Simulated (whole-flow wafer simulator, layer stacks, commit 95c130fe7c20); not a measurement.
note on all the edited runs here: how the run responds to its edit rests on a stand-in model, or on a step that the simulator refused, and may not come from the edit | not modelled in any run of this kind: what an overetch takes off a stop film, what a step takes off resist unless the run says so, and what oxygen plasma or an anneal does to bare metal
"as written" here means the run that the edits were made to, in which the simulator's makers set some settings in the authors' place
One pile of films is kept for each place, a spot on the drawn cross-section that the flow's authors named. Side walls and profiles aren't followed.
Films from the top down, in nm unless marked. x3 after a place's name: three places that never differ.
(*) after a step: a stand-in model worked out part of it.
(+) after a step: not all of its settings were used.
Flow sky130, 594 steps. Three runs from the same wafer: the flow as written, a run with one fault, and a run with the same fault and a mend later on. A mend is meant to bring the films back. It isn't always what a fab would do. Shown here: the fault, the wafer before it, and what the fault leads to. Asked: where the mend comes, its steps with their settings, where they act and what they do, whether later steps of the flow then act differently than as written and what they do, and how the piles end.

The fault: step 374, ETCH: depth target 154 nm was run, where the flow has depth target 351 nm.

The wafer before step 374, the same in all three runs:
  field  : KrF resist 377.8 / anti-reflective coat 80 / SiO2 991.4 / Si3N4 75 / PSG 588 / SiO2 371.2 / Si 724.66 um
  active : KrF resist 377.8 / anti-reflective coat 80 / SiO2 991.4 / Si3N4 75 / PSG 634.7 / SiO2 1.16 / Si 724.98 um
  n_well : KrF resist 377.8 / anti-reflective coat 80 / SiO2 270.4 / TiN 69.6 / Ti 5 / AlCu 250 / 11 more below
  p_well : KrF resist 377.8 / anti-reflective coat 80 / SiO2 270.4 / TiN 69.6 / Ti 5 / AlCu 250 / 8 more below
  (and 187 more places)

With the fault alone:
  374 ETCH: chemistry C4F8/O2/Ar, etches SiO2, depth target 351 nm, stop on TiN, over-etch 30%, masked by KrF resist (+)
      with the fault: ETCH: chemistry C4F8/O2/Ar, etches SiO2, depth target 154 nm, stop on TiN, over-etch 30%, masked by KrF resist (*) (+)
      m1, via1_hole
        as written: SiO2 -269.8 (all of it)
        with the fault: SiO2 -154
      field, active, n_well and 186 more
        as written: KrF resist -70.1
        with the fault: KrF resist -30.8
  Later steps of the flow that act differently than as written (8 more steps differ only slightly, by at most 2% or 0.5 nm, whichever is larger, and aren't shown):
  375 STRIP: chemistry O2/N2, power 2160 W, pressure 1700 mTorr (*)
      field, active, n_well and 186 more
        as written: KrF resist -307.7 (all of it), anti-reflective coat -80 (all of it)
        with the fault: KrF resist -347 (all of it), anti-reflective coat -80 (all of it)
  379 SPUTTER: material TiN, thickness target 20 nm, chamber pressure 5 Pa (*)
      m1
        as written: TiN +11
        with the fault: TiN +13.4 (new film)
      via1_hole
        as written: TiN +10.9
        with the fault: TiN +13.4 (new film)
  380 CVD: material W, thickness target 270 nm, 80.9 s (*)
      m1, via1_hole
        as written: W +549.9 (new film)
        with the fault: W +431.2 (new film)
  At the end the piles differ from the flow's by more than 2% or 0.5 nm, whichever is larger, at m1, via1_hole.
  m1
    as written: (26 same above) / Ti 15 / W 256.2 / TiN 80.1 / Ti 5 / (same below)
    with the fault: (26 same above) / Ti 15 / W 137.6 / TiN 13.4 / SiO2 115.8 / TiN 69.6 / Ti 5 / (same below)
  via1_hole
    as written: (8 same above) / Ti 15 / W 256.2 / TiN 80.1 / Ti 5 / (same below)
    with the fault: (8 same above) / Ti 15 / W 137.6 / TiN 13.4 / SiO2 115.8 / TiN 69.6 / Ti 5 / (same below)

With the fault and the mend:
  The mend comes after step 374.
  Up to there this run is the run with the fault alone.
  374a ETCH: chemistry C4F8/O2/Ar, etches SiO2, depth target 197 nm, stop on TiN, over-etch 30%, masked by KrF resist (+) (the flow's step 374 once more, with other settings)
      field, active, n_well and 186 more
        KrF resist -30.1
      m1, via1_hole
        SiO2 -115.8 (all of it)
  Later steps of the flow that act differently than as written:
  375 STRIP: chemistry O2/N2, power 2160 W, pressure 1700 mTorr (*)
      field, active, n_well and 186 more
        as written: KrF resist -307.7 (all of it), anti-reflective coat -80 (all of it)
        with the mend: KrF resist -316.9 (all of it), anti-reflective coat -80 (all of it)
  At the end the piles are the same as the flow's at every place that both follow.
